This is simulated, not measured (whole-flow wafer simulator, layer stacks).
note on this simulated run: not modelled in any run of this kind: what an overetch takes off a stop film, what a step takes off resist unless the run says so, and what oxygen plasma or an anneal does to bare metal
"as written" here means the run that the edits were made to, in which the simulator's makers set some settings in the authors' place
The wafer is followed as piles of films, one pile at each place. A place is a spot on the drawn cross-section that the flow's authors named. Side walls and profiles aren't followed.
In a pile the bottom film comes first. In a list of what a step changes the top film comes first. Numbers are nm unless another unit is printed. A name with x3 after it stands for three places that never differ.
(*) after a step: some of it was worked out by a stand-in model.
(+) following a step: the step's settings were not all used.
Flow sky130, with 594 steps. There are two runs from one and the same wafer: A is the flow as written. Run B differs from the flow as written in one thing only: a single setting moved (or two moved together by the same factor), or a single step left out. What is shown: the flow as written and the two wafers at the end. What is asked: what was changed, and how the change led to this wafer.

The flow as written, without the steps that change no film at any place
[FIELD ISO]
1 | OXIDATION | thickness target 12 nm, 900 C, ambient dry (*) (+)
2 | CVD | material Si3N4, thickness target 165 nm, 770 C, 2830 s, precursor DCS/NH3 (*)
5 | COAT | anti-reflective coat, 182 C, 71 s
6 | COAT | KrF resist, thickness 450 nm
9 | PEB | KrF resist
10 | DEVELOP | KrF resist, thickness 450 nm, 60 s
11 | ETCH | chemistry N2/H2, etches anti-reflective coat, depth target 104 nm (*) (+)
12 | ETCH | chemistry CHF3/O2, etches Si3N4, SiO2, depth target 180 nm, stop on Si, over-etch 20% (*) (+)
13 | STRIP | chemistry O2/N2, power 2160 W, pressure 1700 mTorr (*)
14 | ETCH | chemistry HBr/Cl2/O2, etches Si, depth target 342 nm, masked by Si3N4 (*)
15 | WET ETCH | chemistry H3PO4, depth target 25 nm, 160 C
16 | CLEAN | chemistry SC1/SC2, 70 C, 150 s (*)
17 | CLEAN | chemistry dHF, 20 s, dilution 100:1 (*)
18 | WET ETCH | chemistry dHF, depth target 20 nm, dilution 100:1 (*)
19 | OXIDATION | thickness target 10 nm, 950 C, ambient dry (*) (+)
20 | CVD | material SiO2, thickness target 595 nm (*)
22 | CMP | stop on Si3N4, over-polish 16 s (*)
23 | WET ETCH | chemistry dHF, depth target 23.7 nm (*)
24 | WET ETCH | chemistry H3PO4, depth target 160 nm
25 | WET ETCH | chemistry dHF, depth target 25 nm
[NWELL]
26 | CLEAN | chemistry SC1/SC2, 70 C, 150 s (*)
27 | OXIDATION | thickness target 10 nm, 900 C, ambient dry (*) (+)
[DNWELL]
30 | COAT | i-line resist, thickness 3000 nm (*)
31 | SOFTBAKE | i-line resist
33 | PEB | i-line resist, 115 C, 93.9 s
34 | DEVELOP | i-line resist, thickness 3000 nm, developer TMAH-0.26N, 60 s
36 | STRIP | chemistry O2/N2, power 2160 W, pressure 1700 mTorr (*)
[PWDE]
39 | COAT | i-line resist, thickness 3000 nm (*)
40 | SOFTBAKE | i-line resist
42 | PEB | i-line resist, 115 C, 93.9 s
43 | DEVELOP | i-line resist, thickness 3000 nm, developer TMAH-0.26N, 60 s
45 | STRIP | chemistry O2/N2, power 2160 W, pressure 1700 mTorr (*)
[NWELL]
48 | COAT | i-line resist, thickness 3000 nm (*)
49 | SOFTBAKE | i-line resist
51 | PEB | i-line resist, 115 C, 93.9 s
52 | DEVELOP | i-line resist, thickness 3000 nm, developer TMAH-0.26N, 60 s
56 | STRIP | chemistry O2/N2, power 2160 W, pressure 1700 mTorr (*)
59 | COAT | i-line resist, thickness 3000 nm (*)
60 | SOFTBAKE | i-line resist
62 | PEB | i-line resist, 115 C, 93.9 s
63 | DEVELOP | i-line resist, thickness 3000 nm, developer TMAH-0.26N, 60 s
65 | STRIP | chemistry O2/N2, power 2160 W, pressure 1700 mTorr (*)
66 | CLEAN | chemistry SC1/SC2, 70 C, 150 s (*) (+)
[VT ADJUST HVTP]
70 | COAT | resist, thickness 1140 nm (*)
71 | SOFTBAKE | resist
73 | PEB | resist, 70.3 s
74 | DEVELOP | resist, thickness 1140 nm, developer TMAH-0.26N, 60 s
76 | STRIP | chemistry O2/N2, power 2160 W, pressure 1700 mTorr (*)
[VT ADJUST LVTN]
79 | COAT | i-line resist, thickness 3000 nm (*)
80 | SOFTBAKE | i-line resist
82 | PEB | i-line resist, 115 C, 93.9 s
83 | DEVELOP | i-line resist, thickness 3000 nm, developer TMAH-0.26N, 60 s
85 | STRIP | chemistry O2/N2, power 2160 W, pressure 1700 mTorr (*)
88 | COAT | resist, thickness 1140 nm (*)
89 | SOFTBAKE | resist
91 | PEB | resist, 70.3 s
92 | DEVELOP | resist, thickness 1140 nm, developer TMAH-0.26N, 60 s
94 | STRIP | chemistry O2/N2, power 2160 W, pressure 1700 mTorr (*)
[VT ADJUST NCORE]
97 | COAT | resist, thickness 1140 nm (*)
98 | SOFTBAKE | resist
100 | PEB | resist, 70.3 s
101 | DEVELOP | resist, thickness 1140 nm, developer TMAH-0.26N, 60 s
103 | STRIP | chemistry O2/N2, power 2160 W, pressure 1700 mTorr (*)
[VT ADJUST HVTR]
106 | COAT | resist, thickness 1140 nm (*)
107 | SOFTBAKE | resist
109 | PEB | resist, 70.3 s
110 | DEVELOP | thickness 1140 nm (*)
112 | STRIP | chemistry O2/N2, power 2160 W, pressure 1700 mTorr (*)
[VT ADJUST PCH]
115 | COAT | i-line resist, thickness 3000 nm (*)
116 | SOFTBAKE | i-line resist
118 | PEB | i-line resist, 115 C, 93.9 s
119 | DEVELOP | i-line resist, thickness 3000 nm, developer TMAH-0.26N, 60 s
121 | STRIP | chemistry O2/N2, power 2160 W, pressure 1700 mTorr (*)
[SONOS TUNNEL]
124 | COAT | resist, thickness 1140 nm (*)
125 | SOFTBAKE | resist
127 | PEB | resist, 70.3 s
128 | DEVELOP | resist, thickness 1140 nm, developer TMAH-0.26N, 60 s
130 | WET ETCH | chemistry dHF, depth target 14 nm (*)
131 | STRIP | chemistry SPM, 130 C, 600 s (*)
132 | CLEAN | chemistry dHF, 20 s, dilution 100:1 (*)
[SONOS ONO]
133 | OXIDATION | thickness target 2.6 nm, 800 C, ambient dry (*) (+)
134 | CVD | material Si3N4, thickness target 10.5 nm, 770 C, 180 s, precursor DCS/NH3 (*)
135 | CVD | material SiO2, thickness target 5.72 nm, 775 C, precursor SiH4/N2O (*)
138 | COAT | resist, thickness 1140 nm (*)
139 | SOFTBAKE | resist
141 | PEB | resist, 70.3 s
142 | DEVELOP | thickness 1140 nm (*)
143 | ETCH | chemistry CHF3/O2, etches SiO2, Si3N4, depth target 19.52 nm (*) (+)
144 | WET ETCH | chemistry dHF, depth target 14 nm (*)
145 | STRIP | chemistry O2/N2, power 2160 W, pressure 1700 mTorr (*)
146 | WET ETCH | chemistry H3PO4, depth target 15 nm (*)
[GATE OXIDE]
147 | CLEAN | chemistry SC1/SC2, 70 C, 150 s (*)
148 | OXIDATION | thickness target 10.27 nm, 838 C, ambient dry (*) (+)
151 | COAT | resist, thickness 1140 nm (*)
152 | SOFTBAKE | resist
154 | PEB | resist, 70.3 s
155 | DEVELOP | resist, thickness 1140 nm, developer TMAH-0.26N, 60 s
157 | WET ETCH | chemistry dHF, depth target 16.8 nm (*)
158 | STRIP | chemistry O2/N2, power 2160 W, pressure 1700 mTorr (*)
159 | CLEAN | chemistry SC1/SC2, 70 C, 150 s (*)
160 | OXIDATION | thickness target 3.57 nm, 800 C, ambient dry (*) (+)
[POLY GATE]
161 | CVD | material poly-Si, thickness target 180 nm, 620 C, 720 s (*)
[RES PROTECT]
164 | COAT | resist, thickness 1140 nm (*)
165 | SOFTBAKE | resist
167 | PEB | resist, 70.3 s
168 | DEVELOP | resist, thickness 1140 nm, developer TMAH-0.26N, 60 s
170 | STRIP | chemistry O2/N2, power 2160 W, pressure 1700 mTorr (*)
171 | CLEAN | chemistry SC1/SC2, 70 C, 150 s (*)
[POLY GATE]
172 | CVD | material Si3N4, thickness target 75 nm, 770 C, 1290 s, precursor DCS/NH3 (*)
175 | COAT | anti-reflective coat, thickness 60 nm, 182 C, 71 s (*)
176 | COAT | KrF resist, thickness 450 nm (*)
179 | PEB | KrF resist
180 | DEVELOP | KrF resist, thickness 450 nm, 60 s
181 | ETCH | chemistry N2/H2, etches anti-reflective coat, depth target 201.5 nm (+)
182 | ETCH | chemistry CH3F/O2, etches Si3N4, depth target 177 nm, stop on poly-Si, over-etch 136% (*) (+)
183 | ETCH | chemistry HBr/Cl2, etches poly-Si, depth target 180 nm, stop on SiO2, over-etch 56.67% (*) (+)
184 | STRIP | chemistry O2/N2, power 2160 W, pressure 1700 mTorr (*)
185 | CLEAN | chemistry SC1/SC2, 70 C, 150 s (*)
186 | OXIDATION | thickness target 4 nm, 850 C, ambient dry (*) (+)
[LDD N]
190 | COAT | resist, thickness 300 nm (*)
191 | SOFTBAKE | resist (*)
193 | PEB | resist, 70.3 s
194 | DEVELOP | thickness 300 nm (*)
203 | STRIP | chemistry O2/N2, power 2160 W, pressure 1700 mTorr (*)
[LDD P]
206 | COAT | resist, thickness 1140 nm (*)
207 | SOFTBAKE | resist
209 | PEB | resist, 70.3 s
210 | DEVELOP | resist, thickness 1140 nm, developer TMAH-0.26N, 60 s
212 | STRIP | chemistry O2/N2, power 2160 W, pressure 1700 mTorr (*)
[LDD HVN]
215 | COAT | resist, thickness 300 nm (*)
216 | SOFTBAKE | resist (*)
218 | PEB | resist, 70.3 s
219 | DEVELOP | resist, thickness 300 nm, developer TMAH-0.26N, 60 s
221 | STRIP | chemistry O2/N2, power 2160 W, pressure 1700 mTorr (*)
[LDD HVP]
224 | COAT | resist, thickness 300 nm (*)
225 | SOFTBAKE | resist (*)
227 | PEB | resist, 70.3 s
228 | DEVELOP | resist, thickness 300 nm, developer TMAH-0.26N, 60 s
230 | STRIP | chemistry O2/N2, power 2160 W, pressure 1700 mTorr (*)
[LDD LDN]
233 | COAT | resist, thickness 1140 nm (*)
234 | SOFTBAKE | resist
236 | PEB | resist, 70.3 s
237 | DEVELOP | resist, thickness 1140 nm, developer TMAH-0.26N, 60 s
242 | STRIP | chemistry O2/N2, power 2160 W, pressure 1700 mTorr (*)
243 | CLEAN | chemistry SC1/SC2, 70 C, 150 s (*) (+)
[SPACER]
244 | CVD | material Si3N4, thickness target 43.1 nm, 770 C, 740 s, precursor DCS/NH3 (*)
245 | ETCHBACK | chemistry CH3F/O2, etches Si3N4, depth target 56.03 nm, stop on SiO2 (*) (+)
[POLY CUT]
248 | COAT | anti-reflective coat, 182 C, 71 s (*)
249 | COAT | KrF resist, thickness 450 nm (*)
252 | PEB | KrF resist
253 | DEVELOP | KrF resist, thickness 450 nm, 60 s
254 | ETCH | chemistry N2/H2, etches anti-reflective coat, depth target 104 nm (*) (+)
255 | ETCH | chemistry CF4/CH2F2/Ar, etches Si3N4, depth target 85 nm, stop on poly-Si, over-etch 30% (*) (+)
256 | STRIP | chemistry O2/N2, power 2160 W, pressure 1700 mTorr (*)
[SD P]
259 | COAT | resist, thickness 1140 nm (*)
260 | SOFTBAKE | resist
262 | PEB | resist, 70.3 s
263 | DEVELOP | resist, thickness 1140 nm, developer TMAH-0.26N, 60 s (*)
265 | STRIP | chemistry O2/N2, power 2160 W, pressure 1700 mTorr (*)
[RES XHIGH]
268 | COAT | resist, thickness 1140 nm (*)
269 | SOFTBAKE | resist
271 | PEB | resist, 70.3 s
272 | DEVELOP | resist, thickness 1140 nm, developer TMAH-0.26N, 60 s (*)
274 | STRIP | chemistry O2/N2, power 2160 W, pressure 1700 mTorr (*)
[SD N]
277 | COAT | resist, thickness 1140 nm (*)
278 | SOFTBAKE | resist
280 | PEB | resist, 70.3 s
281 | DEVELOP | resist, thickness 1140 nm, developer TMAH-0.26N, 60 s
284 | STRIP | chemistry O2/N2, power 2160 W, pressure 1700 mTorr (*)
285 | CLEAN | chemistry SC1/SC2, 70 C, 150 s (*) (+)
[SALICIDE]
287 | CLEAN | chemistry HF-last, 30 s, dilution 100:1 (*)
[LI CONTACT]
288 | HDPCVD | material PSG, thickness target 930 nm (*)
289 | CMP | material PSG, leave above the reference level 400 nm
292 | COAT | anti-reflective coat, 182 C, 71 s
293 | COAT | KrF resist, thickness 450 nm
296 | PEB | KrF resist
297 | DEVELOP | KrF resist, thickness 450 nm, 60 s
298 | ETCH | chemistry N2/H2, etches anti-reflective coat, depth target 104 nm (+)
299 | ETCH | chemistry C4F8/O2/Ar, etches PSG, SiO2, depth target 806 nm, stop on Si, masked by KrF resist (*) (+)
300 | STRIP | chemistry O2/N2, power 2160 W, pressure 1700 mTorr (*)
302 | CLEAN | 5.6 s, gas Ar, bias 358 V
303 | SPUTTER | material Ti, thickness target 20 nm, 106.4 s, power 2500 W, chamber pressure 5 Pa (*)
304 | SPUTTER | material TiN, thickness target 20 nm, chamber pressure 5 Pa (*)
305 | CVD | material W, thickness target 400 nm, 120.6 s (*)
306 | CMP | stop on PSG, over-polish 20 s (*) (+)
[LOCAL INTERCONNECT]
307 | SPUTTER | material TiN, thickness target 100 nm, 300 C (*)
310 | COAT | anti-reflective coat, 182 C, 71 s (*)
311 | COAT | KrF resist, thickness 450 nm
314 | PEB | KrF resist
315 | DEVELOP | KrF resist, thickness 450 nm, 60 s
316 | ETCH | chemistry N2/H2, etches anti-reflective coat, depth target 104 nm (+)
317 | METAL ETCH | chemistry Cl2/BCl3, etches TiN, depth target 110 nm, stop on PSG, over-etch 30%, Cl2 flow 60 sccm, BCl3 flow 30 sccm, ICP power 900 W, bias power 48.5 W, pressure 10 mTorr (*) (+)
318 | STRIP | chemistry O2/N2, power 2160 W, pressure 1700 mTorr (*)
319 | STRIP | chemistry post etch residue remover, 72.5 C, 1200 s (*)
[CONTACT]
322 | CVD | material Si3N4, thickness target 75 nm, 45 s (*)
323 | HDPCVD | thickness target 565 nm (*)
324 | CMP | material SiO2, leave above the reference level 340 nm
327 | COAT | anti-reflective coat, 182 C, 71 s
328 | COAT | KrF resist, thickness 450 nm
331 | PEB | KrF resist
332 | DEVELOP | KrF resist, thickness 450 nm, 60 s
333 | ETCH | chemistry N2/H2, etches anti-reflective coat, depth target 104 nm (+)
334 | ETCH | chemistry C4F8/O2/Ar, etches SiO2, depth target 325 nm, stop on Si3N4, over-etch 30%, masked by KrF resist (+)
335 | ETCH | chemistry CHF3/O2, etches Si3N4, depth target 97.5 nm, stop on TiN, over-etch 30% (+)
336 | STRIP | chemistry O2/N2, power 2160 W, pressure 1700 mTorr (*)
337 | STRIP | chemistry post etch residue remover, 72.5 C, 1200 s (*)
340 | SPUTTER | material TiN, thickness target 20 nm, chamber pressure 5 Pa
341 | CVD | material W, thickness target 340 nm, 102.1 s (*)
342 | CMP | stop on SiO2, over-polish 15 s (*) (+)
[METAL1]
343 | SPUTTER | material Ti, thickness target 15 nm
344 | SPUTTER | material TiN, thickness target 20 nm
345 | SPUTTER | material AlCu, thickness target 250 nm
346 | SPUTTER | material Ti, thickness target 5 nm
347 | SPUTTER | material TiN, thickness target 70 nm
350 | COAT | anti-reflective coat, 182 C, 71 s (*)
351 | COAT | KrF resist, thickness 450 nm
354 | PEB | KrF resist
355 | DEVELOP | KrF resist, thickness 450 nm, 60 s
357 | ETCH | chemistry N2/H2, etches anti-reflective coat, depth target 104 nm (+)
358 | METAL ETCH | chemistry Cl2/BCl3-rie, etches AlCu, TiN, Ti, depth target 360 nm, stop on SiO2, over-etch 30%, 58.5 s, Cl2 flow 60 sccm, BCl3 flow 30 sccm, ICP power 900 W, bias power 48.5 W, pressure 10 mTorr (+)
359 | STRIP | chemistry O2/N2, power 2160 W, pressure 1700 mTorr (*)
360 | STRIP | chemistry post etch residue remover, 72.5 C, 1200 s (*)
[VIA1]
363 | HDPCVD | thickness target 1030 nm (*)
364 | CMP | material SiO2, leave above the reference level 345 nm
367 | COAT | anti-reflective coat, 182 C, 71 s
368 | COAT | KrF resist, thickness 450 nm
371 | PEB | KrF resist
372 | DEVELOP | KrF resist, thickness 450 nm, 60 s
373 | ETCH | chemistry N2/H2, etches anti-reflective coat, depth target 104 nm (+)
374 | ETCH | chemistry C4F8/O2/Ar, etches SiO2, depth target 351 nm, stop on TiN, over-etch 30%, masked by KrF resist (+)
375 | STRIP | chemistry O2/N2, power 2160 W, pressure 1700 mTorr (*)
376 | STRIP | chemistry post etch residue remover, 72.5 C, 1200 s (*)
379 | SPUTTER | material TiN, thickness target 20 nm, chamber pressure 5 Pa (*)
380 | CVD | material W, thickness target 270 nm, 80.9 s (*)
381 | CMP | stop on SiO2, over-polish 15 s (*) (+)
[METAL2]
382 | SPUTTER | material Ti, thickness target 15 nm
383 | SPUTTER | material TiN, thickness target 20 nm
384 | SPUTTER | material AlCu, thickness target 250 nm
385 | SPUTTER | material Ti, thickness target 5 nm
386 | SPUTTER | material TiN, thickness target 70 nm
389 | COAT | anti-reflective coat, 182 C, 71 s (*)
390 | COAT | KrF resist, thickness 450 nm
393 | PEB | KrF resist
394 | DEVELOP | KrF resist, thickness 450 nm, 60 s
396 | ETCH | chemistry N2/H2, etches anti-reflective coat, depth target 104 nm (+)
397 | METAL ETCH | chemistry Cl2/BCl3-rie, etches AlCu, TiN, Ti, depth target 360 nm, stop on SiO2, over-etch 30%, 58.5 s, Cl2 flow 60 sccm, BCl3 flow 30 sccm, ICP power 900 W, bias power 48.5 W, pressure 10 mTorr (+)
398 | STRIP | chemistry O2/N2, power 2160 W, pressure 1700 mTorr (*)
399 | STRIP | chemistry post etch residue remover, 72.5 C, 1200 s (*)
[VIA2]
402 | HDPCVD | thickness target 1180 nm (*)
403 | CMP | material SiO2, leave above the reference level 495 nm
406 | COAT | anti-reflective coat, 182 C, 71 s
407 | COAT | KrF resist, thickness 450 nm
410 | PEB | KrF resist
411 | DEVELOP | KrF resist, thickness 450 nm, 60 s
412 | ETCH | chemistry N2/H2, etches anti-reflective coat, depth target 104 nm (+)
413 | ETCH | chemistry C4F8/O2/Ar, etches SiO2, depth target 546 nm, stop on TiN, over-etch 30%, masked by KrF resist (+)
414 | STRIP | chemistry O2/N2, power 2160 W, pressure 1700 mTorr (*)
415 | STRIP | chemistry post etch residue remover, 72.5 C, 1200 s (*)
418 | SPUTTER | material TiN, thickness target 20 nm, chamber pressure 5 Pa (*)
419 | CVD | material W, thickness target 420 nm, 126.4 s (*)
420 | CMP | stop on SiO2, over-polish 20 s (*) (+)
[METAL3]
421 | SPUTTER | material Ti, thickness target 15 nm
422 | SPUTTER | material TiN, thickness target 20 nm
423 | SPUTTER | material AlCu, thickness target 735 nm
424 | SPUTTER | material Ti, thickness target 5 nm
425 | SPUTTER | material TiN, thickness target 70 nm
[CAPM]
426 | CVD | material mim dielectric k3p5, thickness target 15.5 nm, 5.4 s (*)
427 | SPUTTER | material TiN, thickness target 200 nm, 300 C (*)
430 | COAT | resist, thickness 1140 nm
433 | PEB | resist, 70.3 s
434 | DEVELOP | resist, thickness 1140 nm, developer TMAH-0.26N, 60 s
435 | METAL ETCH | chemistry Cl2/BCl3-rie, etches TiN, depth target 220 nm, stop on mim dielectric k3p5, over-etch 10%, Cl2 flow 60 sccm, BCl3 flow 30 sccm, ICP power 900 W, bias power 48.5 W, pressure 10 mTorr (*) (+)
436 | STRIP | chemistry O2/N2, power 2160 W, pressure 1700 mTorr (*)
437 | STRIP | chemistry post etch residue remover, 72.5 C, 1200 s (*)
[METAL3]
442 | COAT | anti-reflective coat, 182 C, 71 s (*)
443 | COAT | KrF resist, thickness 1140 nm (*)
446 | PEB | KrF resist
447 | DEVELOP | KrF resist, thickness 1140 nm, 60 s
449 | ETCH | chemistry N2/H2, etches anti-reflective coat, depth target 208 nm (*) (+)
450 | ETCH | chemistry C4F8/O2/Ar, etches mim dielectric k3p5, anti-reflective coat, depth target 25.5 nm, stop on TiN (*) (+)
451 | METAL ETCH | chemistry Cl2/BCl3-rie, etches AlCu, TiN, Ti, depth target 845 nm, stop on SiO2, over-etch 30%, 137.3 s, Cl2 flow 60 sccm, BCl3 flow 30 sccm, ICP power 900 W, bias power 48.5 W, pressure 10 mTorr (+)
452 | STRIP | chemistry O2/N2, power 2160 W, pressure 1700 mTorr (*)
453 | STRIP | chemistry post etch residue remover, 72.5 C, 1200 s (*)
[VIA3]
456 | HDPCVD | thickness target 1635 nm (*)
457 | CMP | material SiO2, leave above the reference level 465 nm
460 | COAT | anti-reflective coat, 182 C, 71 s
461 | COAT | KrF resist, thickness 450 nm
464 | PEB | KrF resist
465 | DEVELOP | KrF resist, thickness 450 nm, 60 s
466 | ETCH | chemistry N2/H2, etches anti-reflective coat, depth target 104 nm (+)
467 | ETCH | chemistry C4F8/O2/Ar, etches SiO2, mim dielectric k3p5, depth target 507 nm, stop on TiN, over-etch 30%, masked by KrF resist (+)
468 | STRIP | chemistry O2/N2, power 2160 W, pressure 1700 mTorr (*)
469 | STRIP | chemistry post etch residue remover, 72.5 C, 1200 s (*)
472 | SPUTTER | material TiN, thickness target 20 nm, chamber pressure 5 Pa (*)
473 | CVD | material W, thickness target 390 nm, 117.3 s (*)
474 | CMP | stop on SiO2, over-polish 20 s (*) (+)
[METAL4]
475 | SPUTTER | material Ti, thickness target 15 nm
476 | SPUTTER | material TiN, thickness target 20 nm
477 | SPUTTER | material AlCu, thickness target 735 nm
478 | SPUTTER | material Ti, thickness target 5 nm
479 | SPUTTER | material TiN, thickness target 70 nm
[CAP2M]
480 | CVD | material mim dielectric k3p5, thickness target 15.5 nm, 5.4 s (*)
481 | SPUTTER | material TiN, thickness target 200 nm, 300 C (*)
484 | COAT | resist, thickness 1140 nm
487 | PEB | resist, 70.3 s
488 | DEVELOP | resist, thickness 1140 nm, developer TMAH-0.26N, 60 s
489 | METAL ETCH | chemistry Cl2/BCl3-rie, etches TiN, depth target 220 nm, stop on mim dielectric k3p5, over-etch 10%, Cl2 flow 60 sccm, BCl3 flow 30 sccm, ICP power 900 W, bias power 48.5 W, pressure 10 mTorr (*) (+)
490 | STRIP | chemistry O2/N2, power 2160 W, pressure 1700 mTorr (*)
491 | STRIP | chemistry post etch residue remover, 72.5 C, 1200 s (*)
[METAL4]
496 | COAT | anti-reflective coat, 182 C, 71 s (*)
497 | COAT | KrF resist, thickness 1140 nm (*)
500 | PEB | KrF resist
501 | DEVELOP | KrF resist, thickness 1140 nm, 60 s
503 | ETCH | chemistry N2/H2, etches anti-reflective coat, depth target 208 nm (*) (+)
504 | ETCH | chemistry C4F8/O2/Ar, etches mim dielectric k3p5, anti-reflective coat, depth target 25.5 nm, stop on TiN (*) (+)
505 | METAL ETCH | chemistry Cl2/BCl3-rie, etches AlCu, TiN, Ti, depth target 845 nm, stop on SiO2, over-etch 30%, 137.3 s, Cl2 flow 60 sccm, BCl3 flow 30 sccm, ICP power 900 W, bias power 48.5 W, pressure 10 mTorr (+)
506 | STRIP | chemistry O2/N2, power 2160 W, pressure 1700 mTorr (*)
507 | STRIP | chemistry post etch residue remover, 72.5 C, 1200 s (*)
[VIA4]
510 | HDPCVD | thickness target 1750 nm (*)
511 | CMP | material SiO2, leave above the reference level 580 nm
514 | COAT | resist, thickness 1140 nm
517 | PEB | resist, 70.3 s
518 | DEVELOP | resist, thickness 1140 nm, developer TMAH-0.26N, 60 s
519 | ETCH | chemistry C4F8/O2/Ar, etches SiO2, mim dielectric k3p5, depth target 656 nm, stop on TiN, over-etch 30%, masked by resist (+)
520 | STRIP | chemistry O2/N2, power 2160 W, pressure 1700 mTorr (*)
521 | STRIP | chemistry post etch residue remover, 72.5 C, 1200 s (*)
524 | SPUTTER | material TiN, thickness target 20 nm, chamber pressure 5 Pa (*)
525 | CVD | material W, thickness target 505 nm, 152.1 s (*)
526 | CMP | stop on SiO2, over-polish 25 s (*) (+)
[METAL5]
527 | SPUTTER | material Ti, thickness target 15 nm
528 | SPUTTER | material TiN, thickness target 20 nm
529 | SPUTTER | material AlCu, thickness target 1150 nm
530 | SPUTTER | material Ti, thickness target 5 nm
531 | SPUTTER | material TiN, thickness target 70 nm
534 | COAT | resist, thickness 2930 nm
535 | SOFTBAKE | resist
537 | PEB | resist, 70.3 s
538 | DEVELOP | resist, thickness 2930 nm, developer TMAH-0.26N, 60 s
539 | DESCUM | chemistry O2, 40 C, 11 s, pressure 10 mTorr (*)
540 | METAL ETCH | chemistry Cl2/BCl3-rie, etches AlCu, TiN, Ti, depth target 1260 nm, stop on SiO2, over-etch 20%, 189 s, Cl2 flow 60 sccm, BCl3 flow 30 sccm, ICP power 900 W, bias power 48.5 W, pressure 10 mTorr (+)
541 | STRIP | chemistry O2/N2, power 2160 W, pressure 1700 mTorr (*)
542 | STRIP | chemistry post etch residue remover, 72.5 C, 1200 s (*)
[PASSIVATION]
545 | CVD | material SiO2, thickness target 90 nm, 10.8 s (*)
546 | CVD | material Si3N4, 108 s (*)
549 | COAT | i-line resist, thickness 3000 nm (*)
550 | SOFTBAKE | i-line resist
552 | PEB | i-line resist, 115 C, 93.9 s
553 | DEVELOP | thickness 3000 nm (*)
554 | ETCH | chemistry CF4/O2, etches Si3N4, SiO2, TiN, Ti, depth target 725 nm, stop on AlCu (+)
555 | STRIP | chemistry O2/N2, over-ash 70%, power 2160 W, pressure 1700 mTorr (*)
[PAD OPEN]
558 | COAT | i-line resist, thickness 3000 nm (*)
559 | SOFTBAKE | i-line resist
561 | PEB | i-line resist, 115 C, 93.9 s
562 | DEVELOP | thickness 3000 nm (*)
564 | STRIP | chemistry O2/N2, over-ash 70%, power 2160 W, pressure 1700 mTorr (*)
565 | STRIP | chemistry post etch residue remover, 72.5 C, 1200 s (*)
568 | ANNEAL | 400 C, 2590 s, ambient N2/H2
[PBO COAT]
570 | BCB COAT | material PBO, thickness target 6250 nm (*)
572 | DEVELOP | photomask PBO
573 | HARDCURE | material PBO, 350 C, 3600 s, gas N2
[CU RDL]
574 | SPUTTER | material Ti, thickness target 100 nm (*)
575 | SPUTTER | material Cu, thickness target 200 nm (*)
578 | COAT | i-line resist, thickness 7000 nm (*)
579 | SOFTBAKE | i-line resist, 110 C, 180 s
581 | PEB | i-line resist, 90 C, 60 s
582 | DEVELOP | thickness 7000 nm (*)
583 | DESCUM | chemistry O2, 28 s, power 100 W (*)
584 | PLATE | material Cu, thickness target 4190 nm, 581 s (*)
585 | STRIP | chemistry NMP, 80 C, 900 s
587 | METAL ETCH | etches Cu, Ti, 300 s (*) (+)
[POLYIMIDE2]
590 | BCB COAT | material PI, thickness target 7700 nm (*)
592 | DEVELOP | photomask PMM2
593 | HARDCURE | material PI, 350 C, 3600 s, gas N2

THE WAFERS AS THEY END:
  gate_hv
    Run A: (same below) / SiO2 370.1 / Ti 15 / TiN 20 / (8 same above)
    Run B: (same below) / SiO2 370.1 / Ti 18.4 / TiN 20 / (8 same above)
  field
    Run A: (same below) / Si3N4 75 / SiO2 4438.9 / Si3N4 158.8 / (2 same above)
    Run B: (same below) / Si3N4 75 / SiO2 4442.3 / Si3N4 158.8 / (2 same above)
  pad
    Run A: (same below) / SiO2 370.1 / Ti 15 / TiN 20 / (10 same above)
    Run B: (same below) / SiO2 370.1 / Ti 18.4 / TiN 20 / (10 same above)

What caused this: step 475, SPUTTER: thickness target 18.4 nm was run, though the flow has thickness target 15 nm.
The wafer itself shows it: gate_hv has Ti 18.4, and step 475 as written asks for 15 nm.

How this came from the change, step by step:
  475 | SPUTTER | material Ti, thickness target 15 nm
      field, active, n_well and 189 more: A +15 Ti (new film) | B +18.4 Ti (new film)
  505 | METAL ETCH | chemistry Cl2/BCl3-rie, etches AlCu, TiN, Ti, depth target 845 nm, stop on SiO2, over-etch 30%, 137.3 s, Cl2 flow 60 sccm, BCl3 flow 30 sccm, ICP power 900 W, bias power 48.5 W, pressure 10 mTorr (+)
      field, gate, spacer and 68 more: A -70 TiN (all of it), -5 Ti (all of it), -735 AlCu (all of it), -20 TiN (all of it), -15 Ti (all of it), -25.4 SiO2 | B -70 TiN (all of it), -5 Ti (all of it), -735 AlCu (all of it), -20 TiN (all of it), -18.4 Ti (all of it), -25 SiO2
      active, vpp_iso1, mim_edge_plate and 14 more: A -70 TiN (all of it), -5 Ti (all of it), -735 AlCu (all of it), -20 TiN (all of it), -15 Ti (all of it), -25.3 SiO2 | B -70 TiN (all of it), -5 Ti (all of it), -735 AlCu (all of it), -20 TiN (all of it), -18.4 Ti (all of it), -25 SiO2
